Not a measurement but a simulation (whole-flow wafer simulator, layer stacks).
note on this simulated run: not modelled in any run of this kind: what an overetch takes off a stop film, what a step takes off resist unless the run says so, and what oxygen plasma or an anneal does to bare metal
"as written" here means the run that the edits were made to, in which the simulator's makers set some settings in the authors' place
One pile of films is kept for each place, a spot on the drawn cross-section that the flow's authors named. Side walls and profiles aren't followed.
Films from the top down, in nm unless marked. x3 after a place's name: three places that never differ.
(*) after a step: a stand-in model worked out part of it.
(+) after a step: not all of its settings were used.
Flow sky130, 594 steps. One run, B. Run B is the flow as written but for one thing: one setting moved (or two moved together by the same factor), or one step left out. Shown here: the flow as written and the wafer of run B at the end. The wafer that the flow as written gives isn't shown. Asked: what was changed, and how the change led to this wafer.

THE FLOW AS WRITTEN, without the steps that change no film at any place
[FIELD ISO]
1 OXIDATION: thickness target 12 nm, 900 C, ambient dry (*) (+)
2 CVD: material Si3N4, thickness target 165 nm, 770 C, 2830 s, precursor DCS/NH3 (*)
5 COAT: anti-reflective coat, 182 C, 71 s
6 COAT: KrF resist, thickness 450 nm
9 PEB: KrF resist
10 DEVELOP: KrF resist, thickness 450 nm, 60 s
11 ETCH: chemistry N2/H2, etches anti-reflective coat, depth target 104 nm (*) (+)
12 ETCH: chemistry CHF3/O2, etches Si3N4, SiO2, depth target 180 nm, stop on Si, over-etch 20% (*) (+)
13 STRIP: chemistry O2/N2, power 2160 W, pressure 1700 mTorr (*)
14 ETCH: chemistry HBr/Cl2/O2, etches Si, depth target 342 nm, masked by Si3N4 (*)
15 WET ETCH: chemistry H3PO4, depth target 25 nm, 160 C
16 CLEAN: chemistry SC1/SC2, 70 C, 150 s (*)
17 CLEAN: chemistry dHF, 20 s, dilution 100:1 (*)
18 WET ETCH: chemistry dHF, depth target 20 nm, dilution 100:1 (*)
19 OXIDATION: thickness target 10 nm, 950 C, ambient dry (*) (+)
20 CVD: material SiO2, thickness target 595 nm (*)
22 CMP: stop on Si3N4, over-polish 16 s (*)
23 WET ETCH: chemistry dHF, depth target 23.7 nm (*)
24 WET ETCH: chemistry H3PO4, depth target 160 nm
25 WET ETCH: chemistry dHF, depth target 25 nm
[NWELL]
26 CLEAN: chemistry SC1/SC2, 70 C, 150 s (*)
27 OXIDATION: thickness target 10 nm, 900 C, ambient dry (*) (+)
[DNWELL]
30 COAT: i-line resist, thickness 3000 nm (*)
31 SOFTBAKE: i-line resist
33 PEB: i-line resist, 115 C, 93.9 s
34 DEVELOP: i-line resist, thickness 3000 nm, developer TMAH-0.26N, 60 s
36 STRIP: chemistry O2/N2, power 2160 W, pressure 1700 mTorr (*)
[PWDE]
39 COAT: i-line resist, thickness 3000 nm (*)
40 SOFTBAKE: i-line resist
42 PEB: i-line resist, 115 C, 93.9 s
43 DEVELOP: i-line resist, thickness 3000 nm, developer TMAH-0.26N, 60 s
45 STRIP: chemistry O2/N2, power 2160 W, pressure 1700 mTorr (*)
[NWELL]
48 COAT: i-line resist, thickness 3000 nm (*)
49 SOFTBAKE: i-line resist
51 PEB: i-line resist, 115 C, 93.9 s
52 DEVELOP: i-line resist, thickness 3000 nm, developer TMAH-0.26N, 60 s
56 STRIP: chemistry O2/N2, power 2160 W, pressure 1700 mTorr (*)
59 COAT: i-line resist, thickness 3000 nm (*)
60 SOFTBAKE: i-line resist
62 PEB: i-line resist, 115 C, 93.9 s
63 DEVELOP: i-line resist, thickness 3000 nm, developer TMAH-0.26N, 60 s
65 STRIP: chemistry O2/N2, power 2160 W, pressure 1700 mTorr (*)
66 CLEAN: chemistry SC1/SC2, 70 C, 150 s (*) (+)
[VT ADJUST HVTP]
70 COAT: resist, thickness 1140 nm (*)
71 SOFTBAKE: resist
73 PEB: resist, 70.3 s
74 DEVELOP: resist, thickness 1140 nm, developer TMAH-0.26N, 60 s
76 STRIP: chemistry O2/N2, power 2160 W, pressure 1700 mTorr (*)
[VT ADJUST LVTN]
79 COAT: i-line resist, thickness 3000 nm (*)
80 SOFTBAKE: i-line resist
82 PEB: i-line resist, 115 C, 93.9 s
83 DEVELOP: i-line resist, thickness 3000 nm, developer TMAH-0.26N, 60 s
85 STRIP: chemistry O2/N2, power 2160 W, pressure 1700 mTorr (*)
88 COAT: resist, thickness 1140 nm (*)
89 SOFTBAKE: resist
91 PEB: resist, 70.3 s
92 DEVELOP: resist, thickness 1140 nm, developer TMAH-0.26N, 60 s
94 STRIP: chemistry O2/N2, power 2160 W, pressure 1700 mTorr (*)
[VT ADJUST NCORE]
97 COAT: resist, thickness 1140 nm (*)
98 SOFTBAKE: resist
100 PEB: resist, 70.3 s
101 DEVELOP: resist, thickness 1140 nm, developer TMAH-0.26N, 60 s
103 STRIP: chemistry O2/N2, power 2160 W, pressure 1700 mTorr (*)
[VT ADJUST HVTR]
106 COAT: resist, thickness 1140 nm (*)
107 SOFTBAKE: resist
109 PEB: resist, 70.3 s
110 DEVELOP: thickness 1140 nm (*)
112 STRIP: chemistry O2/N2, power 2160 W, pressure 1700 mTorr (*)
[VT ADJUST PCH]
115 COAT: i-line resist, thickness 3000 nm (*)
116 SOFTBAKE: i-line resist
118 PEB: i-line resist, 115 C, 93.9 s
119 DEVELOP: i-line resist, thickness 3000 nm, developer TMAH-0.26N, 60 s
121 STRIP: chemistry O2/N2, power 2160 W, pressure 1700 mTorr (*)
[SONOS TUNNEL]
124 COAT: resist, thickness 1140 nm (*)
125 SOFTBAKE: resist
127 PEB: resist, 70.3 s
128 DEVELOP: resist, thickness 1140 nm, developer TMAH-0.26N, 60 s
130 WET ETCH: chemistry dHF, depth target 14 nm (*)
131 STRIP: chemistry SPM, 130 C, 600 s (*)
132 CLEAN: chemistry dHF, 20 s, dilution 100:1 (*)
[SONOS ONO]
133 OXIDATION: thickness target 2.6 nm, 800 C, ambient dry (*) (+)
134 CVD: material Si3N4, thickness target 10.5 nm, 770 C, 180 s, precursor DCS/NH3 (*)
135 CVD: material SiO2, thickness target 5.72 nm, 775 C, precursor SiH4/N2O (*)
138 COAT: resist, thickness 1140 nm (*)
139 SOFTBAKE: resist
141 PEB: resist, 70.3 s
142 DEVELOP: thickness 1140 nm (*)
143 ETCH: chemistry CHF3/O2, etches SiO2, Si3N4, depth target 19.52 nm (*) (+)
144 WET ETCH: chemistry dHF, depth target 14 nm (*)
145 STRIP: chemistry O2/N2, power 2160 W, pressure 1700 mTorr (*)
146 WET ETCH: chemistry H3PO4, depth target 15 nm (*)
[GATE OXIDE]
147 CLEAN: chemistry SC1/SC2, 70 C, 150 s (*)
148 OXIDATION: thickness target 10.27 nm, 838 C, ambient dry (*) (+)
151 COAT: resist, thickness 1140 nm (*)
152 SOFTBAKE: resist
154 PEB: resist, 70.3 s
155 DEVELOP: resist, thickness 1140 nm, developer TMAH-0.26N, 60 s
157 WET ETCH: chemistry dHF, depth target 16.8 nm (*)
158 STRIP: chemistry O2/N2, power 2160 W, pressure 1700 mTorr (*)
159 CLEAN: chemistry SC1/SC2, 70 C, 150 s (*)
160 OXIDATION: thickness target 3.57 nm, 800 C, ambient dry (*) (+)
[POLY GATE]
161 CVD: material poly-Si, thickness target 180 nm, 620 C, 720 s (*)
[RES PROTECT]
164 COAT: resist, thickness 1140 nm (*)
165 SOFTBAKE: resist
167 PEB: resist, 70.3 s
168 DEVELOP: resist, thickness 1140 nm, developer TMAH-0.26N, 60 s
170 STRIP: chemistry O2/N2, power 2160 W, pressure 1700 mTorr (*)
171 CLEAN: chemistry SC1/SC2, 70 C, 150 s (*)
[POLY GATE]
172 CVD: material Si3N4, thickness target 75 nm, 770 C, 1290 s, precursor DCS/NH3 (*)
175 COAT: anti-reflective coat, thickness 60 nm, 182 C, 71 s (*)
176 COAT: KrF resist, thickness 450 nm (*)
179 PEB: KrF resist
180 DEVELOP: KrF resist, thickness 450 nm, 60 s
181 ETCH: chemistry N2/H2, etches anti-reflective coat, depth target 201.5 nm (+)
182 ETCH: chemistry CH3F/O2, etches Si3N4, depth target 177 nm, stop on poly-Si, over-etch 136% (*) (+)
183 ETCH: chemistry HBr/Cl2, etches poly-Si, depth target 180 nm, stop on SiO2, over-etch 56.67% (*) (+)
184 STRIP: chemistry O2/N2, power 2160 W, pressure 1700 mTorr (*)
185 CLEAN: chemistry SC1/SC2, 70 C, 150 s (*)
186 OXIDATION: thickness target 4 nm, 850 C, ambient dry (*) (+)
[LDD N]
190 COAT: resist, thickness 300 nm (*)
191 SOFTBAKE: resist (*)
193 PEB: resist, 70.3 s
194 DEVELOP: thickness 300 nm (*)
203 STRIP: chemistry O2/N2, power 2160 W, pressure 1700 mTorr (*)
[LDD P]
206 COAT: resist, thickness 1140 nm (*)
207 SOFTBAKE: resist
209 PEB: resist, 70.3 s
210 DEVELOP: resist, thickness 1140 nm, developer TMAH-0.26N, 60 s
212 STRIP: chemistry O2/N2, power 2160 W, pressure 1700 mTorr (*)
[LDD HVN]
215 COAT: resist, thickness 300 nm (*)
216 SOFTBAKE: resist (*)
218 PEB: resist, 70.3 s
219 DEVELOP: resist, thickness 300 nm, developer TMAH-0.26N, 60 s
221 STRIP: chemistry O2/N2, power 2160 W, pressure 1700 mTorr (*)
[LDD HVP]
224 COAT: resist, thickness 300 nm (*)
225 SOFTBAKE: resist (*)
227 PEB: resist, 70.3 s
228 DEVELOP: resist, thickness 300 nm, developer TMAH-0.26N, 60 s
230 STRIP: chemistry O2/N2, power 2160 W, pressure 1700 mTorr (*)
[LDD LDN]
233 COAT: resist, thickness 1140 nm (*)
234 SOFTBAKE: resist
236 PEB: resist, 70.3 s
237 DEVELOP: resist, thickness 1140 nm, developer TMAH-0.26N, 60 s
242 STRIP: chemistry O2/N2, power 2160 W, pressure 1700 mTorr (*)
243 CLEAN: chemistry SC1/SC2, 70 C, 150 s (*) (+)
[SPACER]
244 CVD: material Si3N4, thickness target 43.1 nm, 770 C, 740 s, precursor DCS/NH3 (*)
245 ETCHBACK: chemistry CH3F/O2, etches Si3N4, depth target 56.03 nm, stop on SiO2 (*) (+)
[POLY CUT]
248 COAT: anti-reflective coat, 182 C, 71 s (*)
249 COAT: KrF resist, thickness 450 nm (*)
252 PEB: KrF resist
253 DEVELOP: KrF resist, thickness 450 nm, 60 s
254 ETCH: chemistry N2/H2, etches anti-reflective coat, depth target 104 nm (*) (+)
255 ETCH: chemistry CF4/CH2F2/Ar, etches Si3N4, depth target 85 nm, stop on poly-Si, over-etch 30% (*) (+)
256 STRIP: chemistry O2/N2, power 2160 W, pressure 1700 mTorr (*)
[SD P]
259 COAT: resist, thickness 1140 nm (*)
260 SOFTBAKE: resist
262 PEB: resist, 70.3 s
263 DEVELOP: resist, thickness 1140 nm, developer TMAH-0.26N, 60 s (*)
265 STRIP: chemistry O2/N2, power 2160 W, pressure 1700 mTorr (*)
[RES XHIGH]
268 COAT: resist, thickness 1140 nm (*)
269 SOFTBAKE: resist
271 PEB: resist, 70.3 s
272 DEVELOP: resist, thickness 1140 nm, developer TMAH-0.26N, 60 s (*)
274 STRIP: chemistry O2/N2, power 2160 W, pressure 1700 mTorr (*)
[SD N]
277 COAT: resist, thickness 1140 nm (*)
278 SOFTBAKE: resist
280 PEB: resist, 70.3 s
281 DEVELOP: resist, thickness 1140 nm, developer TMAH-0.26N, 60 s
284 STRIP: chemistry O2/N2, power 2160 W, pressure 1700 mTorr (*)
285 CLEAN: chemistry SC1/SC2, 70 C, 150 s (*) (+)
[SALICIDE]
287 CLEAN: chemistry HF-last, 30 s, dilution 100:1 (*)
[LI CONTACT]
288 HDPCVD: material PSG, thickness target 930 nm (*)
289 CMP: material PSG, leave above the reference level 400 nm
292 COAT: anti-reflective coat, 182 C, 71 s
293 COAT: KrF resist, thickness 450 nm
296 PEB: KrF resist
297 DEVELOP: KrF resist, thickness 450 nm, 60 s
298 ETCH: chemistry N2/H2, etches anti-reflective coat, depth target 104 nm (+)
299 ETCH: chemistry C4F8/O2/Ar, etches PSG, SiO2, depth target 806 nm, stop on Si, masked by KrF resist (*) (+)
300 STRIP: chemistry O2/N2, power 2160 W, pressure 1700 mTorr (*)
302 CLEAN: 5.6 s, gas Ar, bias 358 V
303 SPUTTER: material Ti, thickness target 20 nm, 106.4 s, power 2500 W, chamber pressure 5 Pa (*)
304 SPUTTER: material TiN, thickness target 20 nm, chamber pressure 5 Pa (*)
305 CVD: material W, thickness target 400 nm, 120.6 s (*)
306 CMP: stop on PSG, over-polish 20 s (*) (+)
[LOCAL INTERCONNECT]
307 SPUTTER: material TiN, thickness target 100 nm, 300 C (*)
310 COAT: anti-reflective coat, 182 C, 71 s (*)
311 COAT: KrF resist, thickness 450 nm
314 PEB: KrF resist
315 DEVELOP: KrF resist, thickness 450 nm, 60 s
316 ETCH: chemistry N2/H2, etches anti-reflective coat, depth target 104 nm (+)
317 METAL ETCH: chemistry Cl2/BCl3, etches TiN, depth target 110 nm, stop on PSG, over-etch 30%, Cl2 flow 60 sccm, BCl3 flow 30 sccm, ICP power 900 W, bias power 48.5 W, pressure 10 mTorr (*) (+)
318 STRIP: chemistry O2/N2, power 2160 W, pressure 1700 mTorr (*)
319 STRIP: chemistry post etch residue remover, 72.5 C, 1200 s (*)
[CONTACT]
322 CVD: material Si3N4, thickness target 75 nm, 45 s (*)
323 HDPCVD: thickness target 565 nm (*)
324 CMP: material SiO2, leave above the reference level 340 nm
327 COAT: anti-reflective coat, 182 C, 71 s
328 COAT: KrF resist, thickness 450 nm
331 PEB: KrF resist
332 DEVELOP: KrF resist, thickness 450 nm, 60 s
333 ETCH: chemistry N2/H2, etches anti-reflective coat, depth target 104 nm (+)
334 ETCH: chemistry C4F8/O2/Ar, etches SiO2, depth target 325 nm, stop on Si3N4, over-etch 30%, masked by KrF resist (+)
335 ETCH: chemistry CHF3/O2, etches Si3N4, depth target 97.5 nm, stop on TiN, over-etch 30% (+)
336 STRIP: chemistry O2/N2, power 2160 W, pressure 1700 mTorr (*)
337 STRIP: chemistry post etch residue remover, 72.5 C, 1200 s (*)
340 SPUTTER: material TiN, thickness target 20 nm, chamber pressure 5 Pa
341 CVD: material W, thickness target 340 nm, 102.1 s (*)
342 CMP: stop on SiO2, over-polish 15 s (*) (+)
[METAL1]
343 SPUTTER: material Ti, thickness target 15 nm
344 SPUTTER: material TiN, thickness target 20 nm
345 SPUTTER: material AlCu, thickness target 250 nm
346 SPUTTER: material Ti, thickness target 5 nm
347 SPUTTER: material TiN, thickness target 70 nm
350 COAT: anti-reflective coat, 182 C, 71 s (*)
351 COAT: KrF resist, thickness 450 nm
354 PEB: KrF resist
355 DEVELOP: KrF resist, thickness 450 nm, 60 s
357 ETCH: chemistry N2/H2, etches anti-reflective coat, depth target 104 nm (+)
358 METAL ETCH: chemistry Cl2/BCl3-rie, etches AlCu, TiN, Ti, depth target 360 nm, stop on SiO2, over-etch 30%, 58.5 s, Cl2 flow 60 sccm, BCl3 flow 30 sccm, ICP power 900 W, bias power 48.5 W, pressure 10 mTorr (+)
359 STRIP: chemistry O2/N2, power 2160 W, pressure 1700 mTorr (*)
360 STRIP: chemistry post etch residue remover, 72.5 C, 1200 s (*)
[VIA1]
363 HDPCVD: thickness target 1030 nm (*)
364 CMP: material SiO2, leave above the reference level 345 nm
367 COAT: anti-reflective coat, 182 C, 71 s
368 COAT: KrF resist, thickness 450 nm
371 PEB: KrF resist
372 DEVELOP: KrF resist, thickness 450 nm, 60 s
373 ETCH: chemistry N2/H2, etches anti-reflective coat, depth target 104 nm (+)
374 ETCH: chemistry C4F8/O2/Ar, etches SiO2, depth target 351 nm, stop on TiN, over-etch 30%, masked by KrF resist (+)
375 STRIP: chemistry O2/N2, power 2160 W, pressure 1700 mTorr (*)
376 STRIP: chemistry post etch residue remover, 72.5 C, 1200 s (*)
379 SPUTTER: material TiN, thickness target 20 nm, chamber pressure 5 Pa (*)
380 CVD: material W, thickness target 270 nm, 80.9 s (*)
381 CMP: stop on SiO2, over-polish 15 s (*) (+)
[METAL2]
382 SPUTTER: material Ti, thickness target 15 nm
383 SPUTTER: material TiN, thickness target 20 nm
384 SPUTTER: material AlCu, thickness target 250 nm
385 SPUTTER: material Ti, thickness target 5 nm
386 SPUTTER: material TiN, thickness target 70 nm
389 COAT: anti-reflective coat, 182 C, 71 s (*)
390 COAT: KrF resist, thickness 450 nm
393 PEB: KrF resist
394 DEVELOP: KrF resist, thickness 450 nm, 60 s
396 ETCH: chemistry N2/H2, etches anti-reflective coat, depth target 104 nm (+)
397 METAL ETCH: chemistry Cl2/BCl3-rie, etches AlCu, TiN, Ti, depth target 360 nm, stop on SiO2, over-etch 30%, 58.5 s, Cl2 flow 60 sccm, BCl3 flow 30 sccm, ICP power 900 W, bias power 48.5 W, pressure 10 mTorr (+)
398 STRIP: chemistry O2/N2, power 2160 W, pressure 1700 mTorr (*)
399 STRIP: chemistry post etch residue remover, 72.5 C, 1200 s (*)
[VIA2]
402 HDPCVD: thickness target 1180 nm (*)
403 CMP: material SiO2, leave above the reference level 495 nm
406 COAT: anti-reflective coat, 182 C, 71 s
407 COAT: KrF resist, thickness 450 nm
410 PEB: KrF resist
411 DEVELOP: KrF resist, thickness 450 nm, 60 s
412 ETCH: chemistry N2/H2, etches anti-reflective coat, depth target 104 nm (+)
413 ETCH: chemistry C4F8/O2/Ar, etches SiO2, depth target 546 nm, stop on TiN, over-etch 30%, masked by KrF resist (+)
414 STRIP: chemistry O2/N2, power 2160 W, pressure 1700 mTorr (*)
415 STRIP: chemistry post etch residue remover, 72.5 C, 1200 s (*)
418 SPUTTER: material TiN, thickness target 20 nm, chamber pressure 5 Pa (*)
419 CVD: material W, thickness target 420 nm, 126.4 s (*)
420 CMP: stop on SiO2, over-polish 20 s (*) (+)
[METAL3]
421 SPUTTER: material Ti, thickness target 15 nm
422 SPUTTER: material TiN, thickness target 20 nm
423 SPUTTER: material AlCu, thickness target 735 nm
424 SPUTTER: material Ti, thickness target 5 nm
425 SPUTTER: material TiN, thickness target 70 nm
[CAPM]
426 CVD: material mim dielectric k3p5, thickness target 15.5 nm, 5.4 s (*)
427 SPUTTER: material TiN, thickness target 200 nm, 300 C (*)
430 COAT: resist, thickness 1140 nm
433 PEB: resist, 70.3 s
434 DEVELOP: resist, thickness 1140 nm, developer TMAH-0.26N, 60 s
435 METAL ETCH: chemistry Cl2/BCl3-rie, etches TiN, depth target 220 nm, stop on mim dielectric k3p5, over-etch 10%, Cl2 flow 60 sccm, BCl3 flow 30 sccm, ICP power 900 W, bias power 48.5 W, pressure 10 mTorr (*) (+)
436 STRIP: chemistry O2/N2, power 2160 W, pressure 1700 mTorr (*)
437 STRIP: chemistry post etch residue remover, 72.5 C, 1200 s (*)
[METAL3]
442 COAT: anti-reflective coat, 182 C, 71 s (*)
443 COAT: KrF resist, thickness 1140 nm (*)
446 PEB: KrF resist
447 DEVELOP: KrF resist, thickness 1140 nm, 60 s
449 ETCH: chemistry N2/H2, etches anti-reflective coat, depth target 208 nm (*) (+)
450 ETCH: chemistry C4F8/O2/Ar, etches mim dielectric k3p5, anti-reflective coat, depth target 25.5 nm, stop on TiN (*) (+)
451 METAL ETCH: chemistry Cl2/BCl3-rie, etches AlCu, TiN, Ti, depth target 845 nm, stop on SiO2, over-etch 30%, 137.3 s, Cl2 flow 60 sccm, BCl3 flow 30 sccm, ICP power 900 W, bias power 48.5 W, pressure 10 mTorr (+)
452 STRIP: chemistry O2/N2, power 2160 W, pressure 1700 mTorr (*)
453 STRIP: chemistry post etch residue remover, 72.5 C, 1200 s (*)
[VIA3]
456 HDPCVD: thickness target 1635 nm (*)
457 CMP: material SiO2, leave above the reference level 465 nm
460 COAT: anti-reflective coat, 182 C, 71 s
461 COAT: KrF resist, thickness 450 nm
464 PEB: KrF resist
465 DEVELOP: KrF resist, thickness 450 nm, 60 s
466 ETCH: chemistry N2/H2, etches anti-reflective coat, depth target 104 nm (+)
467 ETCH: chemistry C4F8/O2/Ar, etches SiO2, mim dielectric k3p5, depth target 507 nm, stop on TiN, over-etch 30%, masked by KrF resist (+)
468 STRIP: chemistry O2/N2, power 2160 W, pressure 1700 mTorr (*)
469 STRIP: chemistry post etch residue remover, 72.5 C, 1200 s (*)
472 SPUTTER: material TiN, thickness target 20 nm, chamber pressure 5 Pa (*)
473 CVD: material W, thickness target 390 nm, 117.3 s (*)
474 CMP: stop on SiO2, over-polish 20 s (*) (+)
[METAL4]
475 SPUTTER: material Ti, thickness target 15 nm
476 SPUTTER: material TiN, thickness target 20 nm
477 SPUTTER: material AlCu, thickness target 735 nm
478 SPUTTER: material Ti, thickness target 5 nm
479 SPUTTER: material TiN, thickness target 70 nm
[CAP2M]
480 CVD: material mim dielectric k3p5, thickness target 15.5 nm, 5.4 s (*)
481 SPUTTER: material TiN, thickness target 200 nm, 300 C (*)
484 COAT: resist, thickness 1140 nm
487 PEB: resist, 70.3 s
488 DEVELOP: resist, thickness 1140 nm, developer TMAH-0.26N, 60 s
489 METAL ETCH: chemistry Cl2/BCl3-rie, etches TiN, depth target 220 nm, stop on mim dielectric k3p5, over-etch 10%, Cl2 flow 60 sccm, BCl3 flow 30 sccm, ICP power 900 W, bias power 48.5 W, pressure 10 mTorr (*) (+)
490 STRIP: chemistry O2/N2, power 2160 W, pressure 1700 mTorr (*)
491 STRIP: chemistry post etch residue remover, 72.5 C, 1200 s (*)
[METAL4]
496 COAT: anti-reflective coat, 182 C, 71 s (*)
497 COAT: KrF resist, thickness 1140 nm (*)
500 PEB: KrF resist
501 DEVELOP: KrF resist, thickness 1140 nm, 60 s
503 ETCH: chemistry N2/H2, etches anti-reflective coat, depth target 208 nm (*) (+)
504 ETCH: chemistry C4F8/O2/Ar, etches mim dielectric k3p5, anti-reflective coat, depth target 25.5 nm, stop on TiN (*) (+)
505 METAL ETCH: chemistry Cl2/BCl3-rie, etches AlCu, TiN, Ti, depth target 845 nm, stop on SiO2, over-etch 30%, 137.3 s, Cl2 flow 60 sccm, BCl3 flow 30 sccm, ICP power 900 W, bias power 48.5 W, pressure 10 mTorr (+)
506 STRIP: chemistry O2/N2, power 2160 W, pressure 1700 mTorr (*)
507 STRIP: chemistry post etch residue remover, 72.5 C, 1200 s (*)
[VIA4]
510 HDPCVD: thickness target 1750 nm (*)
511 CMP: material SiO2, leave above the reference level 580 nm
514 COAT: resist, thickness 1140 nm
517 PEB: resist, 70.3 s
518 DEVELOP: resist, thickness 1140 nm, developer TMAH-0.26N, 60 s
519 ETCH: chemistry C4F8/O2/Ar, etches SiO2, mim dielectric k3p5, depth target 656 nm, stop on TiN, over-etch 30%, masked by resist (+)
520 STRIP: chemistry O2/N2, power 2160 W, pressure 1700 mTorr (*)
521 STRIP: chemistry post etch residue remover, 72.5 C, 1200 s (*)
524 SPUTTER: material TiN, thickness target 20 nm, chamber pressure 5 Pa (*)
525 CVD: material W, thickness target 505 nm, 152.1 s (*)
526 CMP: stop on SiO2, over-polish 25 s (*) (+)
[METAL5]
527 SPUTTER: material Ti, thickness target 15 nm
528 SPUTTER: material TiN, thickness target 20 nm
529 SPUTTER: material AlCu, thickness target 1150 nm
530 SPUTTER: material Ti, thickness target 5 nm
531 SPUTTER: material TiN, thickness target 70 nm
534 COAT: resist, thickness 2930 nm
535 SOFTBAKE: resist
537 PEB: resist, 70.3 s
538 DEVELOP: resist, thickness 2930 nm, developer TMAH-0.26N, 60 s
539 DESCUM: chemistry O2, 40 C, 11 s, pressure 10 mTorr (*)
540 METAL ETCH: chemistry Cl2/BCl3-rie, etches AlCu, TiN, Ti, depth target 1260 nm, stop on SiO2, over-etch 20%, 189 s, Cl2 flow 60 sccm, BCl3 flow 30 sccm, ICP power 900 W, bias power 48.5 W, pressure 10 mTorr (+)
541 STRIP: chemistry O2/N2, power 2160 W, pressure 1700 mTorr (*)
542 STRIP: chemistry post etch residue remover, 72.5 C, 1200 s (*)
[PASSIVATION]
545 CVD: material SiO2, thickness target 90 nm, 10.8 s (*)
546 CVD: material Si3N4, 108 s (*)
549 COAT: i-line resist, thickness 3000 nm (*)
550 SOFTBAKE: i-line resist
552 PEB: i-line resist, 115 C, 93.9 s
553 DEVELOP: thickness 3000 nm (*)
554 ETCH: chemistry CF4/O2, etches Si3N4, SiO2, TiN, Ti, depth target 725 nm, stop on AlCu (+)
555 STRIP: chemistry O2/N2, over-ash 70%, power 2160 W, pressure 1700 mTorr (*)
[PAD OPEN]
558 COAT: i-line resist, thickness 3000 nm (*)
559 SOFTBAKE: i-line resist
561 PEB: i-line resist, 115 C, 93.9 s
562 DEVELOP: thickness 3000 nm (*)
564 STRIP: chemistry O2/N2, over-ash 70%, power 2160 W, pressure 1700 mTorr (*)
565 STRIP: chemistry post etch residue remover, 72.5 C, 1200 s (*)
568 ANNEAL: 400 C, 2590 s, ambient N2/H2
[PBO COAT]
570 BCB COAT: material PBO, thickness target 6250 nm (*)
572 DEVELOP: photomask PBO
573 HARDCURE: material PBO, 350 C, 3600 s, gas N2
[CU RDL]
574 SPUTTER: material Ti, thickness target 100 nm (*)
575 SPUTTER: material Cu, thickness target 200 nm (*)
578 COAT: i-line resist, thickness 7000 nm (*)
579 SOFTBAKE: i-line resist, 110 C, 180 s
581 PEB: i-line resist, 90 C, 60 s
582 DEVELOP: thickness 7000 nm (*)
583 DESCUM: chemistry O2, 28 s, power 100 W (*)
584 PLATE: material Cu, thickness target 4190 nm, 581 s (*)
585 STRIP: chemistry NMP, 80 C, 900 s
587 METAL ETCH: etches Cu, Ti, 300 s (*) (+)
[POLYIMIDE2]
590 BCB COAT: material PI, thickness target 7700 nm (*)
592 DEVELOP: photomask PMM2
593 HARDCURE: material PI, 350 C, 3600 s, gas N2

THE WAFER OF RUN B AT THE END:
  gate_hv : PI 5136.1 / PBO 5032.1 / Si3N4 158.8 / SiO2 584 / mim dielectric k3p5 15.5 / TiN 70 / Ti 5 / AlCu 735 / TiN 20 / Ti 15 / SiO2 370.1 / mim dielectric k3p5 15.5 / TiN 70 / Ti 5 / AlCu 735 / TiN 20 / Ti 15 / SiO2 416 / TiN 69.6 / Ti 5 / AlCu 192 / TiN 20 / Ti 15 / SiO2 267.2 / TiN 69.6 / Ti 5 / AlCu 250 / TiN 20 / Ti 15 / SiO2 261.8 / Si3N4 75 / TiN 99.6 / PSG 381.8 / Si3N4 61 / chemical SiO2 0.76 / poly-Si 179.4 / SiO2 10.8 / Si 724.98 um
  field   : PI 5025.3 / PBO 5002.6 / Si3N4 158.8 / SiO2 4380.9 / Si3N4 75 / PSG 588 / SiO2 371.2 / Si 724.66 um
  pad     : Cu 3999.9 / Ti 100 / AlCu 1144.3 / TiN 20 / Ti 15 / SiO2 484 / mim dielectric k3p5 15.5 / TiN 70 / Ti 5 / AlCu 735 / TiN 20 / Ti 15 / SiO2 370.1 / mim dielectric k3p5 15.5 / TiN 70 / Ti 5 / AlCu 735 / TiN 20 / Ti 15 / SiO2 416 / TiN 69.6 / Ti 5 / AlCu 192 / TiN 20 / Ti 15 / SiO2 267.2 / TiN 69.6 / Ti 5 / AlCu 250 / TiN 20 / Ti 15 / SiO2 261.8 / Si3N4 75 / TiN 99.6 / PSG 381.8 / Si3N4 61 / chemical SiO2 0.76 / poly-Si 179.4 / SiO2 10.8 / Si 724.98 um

The cause: step 384, SPUTTER: thickness target 192 nm was run, where the flow has thickness target 250 nm.
It can be read off the wafer: gate_hv has AlCu 192, and step 384 as written asks for 250 nm.

How the change led to this, step by step:
  384 SPUTTER: material AlCu, thickness target 250 nm
      field, active, n_well and 188 more: AlCu +192 (new film) (as written it would be: AlCu +250 (new film))
  397 METAL ETCH: chemistry Cl2/BCl3-rie, etches AlCu, TiN, Ti, depth target 360 nm, stop on SiO2, over-etch 30%, 58.5 s, Cl2 flow 60 sccm, BCl3 flow 30 sccm, ICP power 900 W, bias power 48.5 W, pressure 10 mTorr (+)
      field, active, gate and 82 more: TiN -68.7 (all of it), Ti -5 (all of it), AlCu -192 (all of it), TiN -20 (all of it), Ti -15 (all of it), SiO2 -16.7 (as written it would be: TiN -68.7 (all of it), Ti -5 (all of it), AlCu -250 (all of it), TiN -20 (all of it), Ti -15 (all of it), SiO2 -10.9)
  403 CMP: material SiO2, leave above the reference level 495 nm
      field, active, gate and 82 more: SiO2 -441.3 (as written it would be: SiO2 -389.1)
